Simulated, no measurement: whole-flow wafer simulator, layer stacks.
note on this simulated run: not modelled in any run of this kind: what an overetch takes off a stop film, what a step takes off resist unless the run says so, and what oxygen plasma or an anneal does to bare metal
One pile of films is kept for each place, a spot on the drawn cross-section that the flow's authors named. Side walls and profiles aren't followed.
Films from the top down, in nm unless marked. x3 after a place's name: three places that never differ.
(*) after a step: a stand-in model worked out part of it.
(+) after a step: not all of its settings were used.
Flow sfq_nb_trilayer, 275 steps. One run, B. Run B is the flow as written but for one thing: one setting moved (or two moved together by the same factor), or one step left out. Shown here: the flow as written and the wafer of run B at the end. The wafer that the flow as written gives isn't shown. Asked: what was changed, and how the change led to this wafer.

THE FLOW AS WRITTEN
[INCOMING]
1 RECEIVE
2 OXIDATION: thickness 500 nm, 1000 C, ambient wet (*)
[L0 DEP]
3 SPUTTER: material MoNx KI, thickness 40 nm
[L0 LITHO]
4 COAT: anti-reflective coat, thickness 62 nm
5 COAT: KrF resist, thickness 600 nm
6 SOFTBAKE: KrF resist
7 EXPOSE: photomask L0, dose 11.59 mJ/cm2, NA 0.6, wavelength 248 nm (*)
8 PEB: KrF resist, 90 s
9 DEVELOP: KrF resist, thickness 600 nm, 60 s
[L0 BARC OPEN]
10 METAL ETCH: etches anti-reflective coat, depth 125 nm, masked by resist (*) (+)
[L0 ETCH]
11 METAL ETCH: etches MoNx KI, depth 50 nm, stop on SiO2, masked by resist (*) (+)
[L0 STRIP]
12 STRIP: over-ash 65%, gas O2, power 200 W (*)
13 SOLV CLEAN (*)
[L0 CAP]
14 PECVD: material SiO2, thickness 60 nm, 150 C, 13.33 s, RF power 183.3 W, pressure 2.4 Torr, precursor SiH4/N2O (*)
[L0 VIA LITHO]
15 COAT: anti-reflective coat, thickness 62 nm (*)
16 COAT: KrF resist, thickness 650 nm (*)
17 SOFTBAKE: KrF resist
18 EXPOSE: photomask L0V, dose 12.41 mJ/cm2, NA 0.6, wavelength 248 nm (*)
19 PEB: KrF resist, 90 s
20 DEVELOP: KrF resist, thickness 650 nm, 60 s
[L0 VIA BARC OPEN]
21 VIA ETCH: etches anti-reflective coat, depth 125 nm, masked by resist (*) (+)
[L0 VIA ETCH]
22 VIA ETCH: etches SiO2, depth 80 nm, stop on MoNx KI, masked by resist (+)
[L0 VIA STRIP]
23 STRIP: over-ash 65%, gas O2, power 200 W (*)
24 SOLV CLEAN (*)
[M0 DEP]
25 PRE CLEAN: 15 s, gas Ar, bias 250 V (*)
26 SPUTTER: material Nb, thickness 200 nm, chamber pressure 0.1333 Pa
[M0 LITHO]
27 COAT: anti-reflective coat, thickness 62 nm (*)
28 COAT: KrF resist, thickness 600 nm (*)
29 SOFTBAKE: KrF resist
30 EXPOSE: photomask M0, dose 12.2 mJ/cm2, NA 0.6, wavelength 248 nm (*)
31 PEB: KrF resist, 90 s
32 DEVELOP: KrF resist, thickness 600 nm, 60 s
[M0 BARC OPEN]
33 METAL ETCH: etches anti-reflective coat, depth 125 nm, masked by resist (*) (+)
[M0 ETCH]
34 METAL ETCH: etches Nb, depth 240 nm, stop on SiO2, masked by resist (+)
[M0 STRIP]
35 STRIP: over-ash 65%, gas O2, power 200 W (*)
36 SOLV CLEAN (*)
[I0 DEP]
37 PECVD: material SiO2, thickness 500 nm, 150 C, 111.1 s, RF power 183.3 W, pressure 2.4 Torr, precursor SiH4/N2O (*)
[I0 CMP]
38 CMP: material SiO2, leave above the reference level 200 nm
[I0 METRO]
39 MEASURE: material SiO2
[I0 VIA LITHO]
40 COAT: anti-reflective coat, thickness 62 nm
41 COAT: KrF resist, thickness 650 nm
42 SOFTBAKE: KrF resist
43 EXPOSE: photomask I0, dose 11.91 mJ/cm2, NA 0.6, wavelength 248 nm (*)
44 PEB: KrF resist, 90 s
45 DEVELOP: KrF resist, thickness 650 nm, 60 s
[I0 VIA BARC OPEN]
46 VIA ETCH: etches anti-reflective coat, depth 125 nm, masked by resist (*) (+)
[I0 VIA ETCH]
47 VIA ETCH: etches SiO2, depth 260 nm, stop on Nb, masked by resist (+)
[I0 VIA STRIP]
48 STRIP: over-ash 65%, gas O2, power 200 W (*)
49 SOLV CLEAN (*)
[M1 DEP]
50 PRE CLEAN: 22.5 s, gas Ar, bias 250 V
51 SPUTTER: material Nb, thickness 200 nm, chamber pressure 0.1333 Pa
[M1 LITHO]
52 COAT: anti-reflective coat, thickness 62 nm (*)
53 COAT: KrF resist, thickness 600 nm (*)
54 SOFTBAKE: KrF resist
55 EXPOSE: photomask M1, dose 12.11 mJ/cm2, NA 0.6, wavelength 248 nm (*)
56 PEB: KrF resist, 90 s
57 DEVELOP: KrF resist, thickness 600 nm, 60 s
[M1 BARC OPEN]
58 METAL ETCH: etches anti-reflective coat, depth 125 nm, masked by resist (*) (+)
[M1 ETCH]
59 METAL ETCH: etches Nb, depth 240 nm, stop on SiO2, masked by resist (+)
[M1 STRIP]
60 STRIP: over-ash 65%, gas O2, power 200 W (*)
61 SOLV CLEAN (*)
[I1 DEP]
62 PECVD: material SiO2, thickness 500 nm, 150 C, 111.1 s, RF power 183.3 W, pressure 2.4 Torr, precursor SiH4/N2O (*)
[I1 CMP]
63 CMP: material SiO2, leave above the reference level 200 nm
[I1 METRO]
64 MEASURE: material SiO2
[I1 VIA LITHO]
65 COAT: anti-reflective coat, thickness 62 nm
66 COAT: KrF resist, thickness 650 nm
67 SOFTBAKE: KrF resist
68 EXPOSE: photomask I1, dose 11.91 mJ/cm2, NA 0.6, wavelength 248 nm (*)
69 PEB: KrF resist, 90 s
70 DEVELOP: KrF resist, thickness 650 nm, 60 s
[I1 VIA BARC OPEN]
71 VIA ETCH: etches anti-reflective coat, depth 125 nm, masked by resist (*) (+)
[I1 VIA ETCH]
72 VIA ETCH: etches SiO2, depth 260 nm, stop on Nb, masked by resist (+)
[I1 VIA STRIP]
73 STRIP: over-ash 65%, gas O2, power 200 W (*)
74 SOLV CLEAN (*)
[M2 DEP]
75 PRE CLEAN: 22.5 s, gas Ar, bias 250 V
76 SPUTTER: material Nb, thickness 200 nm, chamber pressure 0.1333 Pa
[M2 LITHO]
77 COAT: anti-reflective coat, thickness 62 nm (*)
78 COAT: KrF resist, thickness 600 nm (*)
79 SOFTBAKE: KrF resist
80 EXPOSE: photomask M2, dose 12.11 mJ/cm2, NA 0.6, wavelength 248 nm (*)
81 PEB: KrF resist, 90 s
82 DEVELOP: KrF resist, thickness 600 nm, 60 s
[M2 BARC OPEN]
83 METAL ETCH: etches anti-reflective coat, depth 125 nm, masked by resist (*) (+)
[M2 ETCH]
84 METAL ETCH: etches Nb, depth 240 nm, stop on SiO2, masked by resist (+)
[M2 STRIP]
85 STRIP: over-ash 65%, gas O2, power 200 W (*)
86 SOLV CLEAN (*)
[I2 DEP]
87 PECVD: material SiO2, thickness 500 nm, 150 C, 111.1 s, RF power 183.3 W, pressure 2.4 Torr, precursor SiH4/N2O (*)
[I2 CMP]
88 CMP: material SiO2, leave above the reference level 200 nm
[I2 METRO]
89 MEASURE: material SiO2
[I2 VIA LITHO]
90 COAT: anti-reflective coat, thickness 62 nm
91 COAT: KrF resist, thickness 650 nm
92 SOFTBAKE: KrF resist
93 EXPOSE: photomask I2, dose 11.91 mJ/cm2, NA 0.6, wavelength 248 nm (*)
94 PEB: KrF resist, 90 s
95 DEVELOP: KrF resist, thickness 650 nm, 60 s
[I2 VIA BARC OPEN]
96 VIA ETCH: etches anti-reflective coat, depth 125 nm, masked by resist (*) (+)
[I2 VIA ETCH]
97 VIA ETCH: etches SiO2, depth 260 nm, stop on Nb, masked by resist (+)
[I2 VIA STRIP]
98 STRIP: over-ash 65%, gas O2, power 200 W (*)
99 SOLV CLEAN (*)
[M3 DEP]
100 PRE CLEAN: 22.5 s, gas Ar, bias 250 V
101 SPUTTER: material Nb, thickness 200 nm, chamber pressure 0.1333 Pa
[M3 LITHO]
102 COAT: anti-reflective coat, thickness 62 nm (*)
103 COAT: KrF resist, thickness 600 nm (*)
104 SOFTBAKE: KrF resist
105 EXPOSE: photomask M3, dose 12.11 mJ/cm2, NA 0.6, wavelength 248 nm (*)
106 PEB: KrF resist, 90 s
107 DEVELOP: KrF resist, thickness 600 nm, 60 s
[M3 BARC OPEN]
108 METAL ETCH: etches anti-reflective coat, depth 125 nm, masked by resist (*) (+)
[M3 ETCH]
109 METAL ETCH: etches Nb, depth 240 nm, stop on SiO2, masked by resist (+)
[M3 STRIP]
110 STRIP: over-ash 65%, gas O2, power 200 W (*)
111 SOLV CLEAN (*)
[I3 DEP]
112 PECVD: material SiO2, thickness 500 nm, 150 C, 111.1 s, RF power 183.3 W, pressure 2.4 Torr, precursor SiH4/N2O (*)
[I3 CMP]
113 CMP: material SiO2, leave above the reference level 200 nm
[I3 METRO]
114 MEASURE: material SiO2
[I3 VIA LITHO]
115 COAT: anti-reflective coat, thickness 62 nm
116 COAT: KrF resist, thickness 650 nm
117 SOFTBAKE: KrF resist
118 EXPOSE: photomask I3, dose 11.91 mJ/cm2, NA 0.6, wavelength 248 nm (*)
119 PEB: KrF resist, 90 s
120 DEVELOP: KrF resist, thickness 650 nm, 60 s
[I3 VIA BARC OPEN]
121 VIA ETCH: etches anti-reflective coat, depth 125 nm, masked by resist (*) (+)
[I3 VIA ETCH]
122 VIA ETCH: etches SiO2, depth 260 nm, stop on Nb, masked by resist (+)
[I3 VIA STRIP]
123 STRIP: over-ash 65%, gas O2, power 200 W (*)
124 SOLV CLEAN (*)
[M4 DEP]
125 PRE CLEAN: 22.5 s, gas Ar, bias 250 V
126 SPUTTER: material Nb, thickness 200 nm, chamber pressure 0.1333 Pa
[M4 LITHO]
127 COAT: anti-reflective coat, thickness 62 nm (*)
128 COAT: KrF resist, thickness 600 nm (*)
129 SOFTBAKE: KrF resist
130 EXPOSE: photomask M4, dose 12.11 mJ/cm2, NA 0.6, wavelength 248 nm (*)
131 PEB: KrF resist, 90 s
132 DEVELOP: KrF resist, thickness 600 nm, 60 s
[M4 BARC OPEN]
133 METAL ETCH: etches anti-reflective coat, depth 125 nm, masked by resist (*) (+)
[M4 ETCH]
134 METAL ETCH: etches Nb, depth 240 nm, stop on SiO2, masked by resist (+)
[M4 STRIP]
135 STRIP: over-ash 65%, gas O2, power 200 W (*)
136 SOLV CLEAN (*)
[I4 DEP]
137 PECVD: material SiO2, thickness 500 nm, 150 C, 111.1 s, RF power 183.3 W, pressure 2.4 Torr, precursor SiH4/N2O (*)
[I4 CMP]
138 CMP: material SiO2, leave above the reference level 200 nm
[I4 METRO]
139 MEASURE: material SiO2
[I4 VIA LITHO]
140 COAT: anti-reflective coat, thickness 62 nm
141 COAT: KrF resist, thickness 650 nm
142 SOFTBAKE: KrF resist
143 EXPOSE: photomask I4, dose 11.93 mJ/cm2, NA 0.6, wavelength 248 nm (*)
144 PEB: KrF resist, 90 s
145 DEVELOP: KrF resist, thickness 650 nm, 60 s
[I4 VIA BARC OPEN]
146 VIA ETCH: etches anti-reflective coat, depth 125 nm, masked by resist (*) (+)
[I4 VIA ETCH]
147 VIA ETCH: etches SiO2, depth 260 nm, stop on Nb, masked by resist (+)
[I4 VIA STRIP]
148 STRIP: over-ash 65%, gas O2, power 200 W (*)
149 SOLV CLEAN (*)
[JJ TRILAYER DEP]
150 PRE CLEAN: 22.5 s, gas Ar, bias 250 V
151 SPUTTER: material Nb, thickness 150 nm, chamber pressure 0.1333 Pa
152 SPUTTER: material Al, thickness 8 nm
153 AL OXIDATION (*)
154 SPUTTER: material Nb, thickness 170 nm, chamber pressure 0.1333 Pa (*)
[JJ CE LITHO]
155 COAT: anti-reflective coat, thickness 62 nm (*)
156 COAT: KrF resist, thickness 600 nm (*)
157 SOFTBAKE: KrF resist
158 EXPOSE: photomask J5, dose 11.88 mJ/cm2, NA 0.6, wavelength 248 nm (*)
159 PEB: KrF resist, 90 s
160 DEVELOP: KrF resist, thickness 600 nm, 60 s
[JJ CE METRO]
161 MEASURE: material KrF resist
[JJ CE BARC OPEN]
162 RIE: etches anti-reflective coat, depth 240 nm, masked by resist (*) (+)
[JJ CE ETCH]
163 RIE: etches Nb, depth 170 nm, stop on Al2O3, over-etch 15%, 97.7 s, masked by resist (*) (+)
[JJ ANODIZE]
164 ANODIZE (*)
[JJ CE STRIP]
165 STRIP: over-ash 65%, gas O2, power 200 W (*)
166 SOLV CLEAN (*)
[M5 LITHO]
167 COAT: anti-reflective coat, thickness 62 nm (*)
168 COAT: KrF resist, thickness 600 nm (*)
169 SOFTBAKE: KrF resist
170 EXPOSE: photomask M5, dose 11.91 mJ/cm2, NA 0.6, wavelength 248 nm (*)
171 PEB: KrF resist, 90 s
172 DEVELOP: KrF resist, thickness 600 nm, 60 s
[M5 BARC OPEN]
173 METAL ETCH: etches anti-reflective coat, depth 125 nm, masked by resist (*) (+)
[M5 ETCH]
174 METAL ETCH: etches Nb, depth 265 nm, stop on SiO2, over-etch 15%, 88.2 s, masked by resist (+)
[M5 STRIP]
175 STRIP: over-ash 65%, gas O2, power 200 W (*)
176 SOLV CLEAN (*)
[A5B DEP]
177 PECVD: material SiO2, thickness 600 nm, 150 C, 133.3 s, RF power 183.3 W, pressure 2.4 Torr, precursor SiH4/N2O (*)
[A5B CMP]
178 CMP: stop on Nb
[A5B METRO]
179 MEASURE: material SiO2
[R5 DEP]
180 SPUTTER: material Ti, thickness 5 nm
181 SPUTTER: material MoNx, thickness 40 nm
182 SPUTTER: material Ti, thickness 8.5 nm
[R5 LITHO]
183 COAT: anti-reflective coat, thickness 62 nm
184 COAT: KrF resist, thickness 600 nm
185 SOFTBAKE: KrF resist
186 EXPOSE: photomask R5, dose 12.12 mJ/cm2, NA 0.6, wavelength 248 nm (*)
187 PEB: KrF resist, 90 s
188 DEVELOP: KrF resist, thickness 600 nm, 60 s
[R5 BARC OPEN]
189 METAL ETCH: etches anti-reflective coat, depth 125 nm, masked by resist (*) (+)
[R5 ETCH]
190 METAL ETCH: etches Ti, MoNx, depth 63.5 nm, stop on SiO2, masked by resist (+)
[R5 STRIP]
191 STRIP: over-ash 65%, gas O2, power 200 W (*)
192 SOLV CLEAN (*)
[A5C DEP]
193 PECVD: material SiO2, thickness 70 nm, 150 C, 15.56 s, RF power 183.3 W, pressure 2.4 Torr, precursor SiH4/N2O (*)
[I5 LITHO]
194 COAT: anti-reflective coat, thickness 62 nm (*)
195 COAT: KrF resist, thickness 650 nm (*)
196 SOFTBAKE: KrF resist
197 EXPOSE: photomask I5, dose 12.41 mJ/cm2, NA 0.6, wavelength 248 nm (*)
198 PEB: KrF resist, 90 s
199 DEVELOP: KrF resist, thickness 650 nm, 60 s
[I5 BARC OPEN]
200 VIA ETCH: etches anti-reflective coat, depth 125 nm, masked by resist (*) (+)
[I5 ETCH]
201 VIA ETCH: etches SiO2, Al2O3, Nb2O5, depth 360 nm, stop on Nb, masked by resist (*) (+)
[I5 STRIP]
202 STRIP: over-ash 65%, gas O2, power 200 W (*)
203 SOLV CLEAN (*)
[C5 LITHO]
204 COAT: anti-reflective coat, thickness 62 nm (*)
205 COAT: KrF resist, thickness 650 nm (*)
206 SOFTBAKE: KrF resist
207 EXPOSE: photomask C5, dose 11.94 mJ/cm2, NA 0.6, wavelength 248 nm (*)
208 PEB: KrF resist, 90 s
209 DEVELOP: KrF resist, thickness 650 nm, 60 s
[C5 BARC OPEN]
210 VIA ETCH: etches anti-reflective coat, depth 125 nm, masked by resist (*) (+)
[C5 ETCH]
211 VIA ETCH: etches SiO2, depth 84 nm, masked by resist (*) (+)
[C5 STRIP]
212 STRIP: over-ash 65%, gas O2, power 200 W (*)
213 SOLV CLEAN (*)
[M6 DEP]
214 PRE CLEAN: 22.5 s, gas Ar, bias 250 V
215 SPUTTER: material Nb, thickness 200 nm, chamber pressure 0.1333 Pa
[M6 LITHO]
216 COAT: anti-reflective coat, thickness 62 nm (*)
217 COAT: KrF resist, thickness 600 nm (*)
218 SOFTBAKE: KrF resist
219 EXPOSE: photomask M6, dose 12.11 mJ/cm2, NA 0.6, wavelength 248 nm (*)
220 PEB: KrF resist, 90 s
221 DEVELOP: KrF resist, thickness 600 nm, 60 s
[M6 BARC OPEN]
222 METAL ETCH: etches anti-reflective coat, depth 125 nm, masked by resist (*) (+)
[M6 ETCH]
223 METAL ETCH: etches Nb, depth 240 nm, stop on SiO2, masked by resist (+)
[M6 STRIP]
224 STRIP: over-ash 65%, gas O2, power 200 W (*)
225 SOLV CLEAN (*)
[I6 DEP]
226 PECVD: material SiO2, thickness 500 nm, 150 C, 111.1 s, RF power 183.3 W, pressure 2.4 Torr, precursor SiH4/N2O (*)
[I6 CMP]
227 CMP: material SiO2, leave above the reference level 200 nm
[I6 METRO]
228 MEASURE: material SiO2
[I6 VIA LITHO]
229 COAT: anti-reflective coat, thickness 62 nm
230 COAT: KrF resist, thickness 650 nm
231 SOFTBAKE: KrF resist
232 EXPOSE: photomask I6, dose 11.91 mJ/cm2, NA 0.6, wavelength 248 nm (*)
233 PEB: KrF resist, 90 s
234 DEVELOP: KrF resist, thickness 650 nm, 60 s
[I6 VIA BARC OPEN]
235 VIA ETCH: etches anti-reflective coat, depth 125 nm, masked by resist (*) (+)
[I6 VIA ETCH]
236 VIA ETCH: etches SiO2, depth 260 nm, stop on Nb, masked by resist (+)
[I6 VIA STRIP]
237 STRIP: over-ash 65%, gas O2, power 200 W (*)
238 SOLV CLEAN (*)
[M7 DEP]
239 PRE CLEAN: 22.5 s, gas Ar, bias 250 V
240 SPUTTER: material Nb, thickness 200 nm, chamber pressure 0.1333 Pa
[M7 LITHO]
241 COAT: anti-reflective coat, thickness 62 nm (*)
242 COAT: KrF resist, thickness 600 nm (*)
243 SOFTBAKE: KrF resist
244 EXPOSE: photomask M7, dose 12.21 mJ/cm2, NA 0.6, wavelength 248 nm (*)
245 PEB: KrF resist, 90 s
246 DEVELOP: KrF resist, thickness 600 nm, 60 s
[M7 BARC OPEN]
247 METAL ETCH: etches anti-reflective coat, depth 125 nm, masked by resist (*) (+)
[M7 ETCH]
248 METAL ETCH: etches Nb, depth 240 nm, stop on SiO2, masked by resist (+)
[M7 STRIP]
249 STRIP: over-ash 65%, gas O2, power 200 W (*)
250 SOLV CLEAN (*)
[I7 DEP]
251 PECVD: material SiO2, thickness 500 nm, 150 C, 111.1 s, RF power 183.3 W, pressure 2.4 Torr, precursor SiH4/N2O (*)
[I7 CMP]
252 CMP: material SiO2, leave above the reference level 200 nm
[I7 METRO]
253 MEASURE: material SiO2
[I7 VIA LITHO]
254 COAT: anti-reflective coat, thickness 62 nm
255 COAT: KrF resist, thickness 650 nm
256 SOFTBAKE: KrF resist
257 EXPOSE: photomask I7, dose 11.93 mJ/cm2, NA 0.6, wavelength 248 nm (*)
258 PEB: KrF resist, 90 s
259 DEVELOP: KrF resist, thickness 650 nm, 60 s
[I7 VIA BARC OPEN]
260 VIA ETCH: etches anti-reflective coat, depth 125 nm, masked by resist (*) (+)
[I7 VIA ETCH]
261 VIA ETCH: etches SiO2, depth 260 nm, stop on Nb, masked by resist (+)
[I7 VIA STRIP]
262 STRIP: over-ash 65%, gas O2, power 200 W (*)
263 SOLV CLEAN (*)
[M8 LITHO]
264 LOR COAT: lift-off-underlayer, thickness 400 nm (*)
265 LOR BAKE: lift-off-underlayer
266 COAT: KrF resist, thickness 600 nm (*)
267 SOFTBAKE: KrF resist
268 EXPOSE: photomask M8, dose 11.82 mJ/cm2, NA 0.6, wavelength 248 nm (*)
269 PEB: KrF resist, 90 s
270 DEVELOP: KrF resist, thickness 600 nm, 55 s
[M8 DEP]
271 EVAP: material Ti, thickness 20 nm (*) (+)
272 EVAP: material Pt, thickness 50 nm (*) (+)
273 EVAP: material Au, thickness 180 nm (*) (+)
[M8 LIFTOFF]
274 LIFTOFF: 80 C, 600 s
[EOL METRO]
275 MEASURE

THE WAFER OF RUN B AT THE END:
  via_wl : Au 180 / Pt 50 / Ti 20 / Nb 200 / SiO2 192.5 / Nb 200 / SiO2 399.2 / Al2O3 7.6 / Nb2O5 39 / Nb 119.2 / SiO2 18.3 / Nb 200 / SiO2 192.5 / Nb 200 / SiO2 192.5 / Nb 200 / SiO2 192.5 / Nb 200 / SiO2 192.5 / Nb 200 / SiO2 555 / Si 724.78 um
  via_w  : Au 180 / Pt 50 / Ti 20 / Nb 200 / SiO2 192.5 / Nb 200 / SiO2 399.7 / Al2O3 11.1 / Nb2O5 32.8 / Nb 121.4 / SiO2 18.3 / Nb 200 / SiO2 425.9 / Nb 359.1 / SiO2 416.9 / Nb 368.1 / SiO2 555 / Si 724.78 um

The cause: step 147, VIA ETCH: depth 174 nm was run, where the flow has depth 260 nm.

How the change led to this, step by step:
  147 VIA ETCH: etches SiO2, depth 260 nm, stop on Nb, masked by resist (+)
      via_wl, via_w, via_wr: SiO2 -174 (as written it would be: SiO2 -199.8 (all of it))
      field_l, v_sur, via_sp and 100 more: KrF resist -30 (as written it would be: KrF resist -44.8)
  148 STRIP: over-ash 65%, gas O2, power 200 W (*)
      field_l, v_sur, via_sp and 100 more: KrF resist -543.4 (all of it), anti-reflective coat -62 (all of it) (as written it would be: KrF resist -528.6 (all of it), anti-reflective coat -62 (all of it))
  150 PRE CLEAN: 22.5 s, gas Ar, bias 250 V
      via_wl, via_w, via_wr: SiO2 -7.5 (as written it would be: Nb -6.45)
  151 SPUTTER: material Nb, thickness 150 nm, chamber pressure 0.1333 Pa
      via_wl, via_w, via_wr: Nb +133.3 (new film) (as written it would be: Nb +130.4)
  154 SPUTTER: material Nb, thickness 170 nm, chamber pressure 0.1333 Pa (*)
      via_wl, via_wr: Nb +145 (new film) (as written it would be: Nb +140.7 (new film))
      via_w: Nb +145.3 (new film) (as written it would be: Nb +141 (new film))
  155 COAT: anti-reflective coat, thickness 62 nm (*)
      via_wl, via_wr: anti-reflective coat +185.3 (new film) (as written it would be: anti-reflective coat +209.4 (new film))
      v_sur: anti-reflective coat +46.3 (new film) (as written it would be: anti-reflective coat +45.1 (new film))
      (and at 1 more place)
  156 COAT: KrF resist, thickness 600 nm (*)
      via_w: KrF resist +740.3 (new film) (as written it would be: KrF resist +763.8 (new film))
  160 DEVELOP: KrF resist, thickness 600 nm, 60 s
      via_w: KrF resist -738.7 (all of it) (as written it would be: KrF resist -762.1 (all of it))
  162 RIE: etches anti-reflective coat, depth 240 nm, masked by resist (*) (+)
      ce_l, c5j, ce_r, wl_jj: KrF resist -185.3 (as written it would be: KrF resist -209.4)
      via_wl, via_wr: anti-reflective coat -185.3 (all of it) (as written it would be: anti-reflective coat -209.4 (all of it))
      (and at 2 more places)
  163 RIE: etches Nb, depth 170 nm, stop on Al2O3, over-etch 15%, 97.7 s, masked by resist (*) (+)
      via_wl, via_wr: Nb -145 (all of it), Al2O3 -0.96 (all of it) (as written it would be: Nb -140.7 (all of it), Al2O3 -0.96 (all of it))
      via_w: Nb -145.3 (all of it), Al2O3 -0.96 (all of it) (as written it would be: Nb -141 (all of it), Al2O3 -0.96 (all of it))
  165 STRIP: over-ash 65%, gas O2, power 200 W (*)
      ce_l: KrF resist -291 (all of it), anti-reflective coat -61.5 (all of it) (as written it would be: KrF resist -266.8 (all of it), anti-reflective coat -61.4 (all of it))
      c5j: KrF resist -291.1 (all of it), anti-reflective coat -61.5 (all of it) (as written it would be: KrF resist -266.9 (all of it), anti-reflective coat -61.5 (all of it))
      (and at 2 more places)
  167 COAT: anti-reflective coat, thickness 62 nm (*)
      v_sur: anti-reflective coat +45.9 (new film) (as written it would be: anti-reflective coat +44.9 (new film))
      via_wl: anti-reflective coat +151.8 (new film) (as written it would be: anti-reflective coat +170.5 (new film))
      (and at 3 more places)
  168 COAT: KrF resist, thickness 600 nm (*)
      via_w: KrF resist +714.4 (new film) (as written it would be: KrF resist +732.6 (new film))
  175 STRIP: over-ash 65%, gas O2, power 200 W (*)
      v_sur: KrF resist -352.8 (all of it), anti-reflective coat -45.9 (all of it) (as written it would be: KrF resist -349.2 (all of it), anti-reflective coat -44.9 (all of it))
      via_wl: KrF resist -424.6 (all of it), anti-reflective coat -151.8 (all of it) (as written it would be: KrF resist -427 (all of it), anti-reflective coat -170.5 (all of it))
      (and at 4 more places)
  178 CMP: stop on Nb
      via_wl, via_wr: SiO2 -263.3 (as written it would be: SiO2 -235.7)
      via_w: SiO2 -262.8 (as written it would be: SiO2 -235.2)
Counting metal films that touch as one body, via_wl has 8 bodies (between them, from the top down: SiO2 192.5; SiO2 399.2 / Al2O3 7.6 / Nb2O5 39; SiO2 18.3; SiO2 192.5; SiO2 192.5; SiO2 192.5; SiO2 192.5); the flow as written gives 7 bodies (between them, from the top down: SiO2 192.5; SiO2 426.8 / Al2O3 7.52 / Nb2O5 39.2; SiO2 192.5; SiO2 192.5; SiO2 192.5; SiO2 192.5).
Counting metal films that touch as one body, via_w has 6 bodies (between them, from the top down: SiO2 192.5; SiO2 399.7 / Al2O3 11.1 / Nb2O5 32.8; SiO2 18.3; SiO2 425.9; SiO2 416.9); the flow as written gives 5 bodies (between them, from the top down: SiO2 192.5; SiO2 427.3 / Al2O3 10.8 / Nb2O5 33.3; SiO2 425.9; SiO2 416.9).
